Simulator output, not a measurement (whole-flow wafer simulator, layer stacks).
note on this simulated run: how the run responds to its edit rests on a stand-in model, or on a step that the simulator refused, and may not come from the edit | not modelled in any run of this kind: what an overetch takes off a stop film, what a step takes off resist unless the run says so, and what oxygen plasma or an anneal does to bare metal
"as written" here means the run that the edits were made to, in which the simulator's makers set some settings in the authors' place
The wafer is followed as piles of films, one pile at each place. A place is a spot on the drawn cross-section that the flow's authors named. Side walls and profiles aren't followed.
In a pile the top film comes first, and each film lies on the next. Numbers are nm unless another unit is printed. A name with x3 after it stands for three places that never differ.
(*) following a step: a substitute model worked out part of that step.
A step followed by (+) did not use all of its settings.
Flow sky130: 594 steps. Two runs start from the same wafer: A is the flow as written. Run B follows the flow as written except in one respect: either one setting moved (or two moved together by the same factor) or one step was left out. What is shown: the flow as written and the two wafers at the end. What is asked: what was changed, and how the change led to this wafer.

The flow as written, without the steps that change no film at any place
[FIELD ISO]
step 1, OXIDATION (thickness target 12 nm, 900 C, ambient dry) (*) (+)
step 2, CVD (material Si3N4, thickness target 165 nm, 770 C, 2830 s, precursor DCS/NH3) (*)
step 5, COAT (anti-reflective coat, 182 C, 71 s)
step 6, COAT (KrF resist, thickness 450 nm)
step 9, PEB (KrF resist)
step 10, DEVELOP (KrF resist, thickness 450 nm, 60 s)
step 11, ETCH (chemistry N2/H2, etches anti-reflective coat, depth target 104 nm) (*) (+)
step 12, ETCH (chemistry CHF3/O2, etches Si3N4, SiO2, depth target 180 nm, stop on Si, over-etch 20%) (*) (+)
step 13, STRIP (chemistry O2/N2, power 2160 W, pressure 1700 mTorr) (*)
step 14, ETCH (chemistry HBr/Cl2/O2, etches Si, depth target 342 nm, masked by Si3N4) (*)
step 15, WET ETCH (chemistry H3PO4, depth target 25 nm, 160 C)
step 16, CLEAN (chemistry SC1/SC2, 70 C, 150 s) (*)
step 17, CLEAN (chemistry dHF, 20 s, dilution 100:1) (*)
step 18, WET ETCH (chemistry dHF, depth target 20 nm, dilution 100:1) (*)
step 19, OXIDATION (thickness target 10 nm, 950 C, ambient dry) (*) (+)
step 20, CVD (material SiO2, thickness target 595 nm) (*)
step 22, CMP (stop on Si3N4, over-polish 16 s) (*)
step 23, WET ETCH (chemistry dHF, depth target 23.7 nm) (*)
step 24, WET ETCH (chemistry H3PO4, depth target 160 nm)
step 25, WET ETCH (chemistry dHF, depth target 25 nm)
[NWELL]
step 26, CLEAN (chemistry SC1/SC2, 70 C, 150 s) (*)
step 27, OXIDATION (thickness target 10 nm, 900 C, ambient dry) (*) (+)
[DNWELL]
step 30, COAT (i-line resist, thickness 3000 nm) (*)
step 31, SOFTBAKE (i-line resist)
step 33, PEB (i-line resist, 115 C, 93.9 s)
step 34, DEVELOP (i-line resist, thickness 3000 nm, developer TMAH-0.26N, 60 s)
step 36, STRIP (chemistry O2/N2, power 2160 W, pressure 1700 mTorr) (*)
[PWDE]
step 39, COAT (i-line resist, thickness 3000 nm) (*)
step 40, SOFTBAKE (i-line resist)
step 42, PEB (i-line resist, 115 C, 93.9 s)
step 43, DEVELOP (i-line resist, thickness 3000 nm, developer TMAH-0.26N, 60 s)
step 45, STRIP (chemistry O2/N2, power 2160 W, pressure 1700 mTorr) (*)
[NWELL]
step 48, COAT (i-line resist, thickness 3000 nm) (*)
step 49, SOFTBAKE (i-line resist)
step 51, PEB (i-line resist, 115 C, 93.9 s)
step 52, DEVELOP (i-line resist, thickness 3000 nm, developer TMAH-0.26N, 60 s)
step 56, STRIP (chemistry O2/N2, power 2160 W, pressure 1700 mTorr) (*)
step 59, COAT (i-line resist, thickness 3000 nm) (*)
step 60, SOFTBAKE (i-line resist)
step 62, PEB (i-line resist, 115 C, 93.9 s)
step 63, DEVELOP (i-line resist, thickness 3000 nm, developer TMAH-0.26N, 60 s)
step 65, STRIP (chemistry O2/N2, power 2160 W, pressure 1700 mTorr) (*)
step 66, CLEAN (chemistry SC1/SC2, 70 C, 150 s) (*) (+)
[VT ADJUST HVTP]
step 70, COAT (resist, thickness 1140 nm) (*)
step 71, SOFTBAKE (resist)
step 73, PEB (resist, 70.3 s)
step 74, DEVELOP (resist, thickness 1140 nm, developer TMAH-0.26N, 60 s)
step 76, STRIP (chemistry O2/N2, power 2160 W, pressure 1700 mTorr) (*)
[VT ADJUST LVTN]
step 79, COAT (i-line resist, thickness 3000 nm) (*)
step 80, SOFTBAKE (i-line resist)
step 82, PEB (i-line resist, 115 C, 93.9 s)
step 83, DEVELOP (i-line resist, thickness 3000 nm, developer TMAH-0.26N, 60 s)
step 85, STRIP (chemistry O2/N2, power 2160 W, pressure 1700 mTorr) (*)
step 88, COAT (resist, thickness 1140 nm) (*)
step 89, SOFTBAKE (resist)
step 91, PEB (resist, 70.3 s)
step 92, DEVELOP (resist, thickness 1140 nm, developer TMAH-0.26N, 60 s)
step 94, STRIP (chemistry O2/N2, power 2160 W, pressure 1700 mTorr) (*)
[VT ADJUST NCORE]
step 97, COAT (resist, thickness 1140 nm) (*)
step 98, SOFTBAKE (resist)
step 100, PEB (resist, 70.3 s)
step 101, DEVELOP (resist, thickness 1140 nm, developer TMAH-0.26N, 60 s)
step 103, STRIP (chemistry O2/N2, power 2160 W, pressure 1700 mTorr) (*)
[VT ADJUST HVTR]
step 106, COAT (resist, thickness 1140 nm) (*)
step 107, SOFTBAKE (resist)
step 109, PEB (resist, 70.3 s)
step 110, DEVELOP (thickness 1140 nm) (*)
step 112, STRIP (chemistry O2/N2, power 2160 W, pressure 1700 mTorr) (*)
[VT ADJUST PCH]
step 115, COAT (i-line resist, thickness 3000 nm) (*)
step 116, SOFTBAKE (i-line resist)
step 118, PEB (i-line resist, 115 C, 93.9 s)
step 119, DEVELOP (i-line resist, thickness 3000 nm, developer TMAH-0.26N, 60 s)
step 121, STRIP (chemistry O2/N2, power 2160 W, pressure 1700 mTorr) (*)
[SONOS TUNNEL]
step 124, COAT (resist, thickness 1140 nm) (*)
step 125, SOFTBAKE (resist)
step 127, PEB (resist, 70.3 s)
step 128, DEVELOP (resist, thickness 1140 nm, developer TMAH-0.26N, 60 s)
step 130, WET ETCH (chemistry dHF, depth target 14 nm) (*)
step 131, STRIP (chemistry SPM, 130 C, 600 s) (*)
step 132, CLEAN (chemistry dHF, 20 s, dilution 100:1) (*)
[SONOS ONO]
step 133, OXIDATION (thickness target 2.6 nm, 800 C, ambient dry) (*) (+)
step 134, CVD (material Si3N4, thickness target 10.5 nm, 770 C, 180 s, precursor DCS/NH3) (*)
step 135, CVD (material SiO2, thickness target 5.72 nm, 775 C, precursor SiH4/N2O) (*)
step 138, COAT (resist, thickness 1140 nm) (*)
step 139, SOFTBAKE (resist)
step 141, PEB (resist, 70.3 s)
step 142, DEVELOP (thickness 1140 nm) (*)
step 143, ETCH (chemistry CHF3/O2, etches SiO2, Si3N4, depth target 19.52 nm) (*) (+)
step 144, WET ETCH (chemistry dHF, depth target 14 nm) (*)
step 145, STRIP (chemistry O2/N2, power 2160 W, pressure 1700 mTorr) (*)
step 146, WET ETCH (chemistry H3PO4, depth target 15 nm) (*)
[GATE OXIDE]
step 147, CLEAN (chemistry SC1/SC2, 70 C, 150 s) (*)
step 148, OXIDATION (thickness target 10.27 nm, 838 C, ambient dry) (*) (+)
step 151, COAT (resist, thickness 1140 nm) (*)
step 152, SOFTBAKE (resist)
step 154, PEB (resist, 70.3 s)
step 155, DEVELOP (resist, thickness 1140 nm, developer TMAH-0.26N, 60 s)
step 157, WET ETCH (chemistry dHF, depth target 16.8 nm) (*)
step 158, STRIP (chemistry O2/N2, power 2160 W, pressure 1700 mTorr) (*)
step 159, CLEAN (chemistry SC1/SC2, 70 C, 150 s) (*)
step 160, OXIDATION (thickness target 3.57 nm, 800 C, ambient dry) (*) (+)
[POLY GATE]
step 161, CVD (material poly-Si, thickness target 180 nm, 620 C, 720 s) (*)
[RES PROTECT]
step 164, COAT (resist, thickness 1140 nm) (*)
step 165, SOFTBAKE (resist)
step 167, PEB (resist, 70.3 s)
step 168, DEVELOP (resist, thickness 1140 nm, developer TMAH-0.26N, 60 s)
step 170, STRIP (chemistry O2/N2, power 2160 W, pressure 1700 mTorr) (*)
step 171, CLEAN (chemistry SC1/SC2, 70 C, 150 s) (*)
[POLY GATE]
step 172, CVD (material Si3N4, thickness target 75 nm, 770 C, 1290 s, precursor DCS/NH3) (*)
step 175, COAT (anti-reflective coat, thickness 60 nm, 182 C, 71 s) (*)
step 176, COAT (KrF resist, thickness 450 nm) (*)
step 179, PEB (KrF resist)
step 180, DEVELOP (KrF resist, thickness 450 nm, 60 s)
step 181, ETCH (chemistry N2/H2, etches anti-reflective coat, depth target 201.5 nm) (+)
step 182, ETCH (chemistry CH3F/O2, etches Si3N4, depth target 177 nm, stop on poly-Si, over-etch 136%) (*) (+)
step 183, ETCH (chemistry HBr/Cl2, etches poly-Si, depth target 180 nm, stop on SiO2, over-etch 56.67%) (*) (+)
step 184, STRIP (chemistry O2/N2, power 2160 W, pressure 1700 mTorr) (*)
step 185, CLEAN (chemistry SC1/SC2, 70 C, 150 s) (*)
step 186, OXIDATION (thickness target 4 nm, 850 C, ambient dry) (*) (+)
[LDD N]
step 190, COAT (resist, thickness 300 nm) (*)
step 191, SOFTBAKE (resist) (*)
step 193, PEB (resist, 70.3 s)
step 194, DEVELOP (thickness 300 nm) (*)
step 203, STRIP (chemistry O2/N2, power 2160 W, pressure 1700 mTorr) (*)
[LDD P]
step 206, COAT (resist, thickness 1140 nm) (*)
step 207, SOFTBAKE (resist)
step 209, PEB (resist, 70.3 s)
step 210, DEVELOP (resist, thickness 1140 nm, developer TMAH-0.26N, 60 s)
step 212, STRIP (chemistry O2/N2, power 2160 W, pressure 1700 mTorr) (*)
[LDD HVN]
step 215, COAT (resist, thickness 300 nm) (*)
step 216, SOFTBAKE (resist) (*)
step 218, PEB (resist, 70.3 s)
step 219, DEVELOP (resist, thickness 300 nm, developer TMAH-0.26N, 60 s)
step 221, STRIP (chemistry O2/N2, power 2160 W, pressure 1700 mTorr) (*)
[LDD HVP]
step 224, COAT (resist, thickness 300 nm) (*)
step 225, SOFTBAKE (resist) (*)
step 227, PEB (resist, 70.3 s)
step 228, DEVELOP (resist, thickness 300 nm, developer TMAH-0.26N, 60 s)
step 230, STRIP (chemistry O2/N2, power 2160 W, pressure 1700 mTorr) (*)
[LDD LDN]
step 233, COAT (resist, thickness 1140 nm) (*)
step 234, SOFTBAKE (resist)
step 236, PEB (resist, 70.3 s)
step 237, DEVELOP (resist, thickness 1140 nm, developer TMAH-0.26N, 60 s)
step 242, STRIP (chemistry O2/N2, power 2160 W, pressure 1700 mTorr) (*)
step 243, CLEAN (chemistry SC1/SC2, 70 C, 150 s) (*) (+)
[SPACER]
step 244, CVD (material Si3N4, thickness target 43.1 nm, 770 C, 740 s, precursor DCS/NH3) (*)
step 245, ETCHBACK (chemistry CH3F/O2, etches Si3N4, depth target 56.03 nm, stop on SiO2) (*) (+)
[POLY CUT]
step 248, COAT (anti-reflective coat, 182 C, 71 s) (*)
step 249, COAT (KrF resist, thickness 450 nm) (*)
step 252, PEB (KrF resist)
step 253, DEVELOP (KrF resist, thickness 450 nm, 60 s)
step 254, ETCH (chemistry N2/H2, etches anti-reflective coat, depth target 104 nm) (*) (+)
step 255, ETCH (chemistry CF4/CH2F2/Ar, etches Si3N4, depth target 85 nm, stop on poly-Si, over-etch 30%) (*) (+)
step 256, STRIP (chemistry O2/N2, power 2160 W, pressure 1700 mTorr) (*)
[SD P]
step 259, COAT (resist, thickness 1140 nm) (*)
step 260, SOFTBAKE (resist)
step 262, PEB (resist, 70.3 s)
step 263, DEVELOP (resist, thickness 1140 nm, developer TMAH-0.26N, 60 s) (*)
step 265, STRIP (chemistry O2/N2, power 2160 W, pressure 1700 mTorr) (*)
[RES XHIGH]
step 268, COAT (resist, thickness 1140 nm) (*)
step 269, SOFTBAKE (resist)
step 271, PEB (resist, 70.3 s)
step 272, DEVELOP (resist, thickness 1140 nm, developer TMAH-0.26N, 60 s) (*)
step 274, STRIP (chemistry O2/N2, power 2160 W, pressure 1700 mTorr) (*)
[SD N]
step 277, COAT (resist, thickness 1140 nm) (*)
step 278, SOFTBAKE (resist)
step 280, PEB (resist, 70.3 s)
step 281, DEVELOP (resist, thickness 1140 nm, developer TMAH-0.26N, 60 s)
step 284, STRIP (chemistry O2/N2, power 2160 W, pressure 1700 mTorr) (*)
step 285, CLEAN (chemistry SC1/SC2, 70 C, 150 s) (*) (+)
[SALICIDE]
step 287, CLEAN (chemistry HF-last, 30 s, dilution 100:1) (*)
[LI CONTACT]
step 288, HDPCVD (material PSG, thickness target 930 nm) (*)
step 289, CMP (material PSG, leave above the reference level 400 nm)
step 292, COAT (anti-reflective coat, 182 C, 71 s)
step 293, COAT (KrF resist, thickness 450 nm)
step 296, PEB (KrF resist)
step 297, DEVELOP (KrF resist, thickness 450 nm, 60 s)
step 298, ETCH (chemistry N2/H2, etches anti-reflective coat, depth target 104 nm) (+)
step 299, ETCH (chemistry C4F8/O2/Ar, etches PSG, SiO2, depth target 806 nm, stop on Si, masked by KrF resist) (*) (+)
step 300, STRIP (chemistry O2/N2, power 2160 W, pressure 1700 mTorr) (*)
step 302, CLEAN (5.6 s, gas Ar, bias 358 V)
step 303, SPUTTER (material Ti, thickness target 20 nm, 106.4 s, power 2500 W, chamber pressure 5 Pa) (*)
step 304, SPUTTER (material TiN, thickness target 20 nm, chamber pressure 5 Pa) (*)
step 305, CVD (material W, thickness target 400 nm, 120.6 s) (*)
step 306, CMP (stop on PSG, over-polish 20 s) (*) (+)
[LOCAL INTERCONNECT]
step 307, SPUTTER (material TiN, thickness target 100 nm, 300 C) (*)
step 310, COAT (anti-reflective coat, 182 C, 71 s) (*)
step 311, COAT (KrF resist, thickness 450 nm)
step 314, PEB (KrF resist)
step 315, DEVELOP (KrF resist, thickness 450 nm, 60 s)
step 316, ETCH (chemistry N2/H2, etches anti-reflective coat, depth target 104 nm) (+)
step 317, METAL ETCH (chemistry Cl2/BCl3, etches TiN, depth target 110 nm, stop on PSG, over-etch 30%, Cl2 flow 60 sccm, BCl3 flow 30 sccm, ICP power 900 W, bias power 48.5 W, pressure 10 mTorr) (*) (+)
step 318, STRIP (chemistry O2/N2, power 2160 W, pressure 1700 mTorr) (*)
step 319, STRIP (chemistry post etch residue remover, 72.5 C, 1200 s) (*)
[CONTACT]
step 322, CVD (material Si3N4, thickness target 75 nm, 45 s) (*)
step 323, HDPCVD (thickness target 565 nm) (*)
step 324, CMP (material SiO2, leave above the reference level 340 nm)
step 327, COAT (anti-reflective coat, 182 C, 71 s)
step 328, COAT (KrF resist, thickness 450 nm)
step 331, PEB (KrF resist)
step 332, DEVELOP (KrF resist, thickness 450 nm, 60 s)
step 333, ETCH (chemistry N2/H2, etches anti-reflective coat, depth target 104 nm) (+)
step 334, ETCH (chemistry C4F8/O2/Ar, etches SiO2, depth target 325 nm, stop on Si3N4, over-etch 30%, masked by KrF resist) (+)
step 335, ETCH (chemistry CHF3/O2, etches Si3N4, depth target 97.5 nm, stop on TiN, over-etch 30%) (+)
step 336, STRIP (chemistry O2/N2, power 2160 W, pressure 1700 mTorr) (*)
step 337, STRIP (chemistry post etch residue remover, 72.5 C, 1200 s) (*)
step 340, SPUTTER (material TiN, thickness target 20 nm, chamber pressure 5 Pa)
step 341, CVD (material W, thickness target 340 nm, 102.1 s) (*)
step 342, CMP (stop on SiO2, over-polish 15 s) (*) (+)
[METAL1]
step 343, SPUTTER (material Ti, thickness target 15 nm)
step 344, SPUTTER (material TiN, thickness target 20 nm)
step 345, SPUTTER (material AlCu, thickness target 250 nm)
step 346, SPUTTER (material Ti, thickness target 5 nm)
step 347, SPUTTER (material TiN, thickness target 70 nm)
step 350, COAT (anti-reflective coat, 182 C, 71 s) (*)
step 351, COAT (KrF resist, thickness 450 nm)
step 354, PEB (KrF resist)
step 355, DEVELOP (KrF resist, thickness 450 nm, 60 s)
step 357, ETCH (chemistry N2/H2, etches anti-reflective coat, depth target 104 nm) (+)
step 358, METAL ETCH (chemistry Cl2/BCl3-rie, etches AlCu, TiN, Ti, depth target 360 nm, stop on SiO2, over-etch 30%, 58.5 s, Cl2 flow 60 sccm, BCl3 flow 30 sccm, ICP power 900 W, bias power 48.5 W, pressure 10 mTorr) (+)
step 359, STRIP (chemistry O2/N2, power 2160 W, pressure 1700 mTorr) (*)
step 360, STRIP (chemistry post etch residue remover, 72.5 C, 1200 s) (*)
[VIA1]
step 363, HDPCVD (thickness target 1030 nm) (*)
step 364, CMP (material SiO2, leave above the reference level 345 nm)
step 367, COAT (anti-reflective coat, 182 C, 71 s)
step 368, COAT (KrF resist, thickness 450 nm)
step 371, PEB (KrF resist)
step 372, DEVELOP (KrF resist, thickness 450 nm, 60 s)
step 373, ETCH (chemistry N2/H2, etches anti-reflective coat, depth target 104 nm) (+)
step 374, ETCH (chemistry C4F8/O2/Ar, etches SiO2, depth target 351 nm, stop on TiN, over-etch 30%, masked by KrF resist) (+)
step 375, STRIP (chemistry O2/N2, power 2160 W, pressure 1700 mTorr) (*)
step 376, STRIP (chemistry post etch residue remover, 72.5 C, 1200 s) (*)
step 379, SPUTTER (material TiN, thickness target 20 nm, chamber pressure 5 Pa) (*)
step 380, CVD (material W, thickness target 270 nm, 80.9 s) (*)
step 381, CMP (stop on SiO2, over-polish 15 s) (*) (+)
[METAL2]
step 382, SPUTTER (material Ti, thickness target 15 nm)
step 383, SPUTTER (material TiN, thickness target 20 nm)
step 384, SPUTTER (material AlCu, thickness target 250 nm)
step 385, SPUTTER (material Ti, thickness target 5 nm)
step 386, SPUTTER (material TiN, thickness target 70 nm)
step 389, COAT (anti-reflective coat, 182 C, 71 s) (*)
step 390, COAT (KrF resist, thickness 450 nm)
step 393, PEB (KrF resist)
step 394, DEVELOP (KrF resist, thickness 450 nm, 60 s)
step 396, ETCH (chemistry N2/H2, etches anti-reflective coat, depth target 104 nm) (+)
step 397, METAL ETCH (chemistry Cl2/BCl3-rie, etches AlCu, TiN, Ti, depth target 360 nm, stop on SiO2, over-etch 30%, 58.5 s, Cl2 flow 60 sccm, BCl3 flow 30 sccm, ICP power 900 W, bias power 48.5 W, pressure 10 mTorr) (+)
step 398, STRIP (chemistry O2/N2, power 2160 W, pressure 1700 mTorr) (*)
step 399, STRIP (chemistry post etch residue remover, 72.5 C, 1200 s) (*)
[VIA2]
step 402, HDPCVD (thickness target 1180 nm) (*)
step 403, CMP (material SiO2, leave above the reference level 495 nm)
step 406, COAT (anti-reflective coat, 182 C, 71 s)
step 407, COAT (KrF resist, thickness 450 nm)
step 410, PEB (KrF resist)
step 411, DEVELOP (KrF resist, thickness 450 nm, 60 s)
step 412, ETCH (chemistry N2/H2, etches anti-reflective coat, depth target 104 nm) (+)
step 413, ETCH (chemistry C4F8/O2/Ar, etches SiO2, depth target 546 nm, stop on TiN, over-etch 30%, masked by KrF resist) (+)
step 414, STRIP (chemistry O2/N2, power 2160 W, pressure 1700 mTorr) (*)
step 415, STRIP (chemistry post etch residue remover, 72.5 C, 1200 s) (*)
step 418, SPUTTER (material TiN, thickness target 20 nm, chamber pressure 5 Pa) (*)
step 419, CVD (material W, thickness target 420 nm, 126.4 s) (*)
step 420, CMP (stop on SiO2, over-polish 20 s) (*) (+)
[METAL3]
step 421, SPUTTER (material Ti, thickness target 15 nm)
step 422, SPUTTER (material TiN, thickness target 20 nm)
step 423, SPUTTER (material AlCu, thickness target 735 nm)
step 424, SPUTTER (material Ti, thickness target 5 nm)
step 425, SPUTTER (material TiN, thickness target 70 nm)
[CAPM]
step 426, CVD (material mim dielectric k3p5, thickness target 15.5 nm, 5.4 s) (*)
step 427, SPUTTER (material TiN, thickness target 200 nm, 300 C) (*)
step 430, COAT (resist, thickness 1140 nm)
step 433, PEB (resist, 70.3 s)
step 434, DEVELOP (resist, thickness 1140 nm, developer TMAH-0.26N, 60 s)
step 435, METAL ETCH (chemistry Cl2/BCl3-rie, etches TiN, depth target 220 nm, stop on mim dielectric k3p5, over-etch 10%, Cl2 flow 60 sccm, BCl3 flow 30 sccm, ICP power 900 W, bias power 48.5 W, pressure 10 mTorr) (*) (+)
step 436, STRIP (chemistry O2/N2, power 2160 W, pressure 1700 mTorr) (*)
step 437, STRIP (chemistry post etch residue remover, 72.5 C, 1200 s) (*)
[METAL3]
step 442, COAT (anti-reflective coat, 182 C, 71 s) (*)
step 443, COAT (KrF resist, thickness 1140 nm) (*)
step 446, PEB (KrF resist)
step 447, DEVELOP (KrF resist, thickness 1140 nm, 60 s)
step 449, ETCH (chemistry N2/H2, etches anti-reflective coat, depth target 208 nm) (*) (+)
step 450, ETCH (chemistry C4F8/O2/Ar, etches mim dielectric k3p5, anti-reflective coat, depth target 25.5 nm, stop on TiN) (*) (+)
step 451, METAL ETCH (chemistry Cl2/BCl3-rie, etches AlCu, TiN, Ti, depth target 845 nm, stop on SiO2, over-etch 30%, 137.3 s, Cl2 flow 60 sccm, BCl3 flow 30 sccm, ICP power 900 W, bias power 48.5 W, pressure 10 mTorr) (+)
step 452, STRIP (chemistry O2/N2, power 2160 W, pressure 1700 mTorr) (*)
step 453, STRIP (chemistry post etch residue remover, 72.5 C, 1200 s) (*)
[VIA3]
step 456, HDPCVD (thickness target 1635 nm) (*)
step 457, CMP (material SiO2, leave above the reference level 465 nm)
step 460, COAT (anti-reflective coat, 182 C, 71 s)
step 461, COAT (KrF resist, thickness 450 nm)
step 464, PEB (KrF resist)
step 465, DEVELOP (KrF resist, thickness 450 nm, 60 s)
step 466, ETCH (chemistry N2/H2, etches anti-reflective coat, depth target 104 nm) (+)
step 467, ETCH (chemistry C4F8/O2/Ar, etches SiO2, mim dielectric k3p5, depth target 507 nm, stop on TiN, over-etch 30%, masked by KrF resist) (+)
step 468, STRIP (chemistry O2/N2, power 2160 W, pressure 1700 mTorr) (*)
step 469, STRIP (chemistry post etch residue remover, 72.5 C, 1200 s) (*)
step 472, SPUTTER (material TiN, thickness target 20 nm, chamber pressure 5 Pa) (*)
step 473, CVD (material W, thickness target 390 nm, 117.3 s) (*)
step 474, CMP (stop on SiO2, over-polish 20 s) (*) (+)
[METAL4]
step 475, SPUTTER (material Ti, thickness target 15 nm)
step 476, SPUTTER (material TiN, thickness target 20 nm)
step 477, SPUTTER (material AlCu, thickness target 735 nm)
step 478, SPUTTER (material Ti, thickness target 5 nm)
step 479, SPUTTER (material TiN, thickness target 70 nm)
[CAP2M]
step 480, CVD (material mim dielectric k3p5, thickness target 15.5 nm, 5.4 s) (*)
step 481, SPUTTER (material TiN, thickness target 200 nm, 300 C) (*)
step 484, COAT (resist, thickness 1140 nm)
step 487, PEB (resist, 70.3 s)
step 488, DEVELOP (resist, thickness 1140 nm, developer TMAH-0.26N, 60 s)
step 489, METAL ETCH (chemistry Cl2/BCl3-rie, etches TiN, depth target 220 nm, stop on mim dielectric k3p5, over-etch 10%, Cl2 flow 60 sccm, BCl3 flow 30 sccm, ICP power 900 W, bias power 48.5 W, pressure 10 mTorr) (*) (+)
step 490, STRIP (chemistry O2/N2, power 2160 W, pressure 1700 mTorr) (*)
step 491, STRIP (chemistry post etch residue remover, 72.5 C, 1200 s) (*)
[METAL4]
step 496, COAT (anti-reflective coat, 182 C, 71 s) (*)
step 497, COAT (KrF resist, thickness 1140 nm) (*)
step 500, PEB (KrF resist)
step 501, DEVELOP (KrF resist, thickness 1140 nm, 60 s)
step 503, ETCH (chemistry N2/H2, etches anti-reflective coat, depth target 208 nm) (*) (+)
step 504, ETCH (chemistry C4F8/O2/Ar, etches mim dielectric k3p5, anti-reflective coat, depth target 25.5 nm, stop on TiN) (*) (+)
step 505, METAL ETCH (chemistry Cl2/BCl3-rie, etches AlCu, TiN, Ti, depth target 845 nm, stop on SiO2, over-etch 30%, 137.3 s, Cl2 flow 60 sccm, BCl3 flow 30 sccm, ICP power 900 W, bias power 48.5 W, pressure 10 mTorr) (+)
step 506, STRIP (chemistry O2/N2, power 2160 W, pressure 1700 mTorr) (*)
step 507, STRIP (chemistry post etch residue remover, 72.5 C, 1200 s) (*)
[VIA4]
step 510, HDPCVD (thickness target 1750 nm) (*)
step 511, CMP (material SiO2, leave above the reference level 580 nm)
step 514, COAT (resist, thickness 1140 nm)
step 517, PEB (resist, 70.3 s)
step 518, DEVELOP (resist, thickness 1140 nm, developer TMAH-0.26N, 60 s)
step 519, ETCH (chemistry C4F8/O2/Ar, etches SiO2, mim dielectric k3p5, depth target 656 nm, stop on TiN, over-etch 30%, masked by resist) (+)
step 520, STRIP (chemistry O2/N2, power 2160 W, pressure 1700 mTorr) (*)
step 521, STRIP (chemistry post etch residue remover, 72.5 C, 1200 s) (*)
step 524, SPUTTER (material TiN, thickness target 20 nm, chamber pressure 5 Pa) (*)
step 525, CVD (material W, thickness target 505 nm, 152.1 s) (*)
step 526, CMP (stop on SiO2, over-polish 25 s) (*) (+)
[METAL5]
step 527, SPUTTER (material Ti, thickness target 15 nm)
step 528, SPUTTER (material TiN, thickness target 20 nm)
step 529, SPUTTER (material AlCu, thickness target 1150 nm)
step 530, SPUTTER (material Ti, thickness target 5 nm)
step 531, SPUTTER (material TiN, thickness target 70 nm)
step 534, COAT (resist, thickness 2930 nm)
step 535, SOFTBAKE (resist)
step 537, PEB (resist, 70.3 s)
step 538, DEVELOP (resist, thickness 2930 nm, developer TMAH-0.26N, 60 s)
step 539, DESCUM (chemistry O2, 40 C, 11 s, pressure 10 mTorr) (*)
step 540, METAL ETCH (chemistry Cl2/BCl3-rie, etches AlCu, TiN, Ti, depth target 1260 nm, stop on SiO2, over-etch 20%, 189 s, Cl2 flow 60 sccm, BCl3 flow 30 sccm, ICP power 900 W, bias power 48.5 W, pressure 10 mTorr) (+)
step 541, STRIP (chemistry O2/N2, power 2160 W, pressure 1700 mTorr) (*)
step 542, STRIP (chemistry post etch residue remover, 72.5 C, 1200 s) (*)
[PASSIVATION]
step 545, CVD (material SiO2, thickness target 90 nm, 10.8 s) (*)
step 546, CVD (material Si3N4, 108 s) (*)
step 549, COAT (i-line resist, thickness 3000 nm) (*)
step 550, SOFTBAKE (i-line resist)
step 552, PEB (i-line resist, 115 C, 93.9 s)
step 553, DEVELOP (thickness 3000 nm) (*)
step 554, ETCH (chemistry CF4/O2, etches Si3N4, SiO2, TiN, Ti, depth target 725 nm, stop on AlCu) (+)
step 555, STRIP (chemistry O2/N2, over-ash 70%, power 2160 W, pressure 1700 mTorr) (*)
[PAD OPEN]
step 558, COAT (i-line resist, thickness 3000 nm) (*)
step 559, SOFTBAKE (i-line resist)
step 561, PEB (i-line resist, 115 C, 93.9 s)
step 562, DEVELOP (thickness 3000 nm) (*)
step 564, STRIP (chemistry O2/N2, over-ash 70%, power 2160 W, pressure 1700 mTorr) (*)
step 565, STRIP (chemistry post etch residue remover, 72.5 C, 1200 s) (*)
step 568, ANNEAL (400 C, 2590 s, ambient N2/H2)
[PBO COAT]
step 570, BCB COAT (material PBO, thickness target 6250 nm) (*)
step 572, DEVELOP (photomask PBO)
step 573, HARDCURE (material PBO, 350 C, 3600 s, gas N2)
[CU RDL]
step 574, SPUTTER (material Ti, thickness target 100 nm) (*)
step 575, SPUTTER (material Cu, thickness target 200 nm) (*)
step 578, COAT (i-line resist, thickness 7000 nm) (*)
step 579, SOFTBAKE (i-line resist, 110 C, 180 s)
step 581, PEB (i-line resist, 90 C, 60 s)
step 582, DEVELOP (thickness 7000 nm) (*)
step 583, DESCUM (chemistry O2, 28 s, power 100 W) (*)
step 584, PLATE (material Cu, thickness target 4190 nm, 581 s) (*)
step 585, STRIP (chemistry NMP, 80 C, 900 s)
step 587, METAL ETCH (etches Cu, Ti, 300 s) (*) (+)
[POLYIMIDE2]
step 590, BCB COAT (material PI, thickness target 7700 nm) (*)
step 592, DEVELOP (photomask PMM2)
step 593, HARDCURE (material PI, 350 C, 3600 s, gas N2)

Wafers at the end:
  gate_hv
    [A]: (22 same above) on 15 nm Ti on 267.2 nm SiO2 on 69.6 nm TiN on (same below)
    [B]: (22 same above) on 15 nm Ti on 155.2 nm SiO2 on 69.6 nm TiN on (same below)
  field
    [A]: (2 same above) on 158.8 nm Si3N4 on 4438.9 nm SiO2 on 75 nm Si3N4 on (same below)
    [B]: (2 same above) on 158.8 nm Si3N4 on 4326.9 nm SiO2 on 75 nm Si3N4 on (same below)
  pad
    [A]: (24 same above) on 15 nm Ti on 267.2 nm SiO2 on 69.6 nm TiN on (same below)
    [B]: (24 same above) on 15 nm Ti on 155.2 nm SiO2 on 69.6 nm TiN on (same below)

Cause: step 364, CMP: leave above the reference level 233 nm was run, though the flow has leave above the reference level 345 nm.

The path from the change to this, step by step:
  step 364, CMP (material SiO2, leave above the reference level 345 nm)
      n_well, p_well, gate_hv and 100 more: A -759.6 SiO2 | B -871.6 SiO2
      field, active, gate and 81 more: A -389.1 SiO2 | B -501.1 SiO2
      (and at 4 other places as well)
  step 374, ETCH (chemistry C4F8/O2/Ar, etches SiO2, depth target 351 nm, stop on TiN, over-etch 30%, masked by KrF resist) (+)
      field, active, n_well and 186 more: A -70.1 KrF resist | B -41 KrF resist
      m1, via1_hole: A -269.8 SiO2 (all of it) | B -157.8 SiO2 (all of it)
  step 375, STRIP (chemistry O2/N2, power 2160 W, pressure 1700 mTorr) (*)
      field, active, n_well and 186 more: A -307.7 KrF resist (all of it), -80 anti-reflective coat (all of it) | B -336.8 KrF resist (all of it), -80 anti-reflective coat (all of it)
  step 379, SPUTTER (material TiN, thickness target 20 nm, chamber pressure 5 Pa) (*)
      m1: A +11 TiN | B +13.3 TiN
      via1_hole: A +10.9 TiN | B +13.3 TiN
  step 380, CVD (material W, thickness target 270 nm, 80.9 s) (*)
      m1, via1_hole: A +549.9 W (new film) | B +435.5 W (new film)
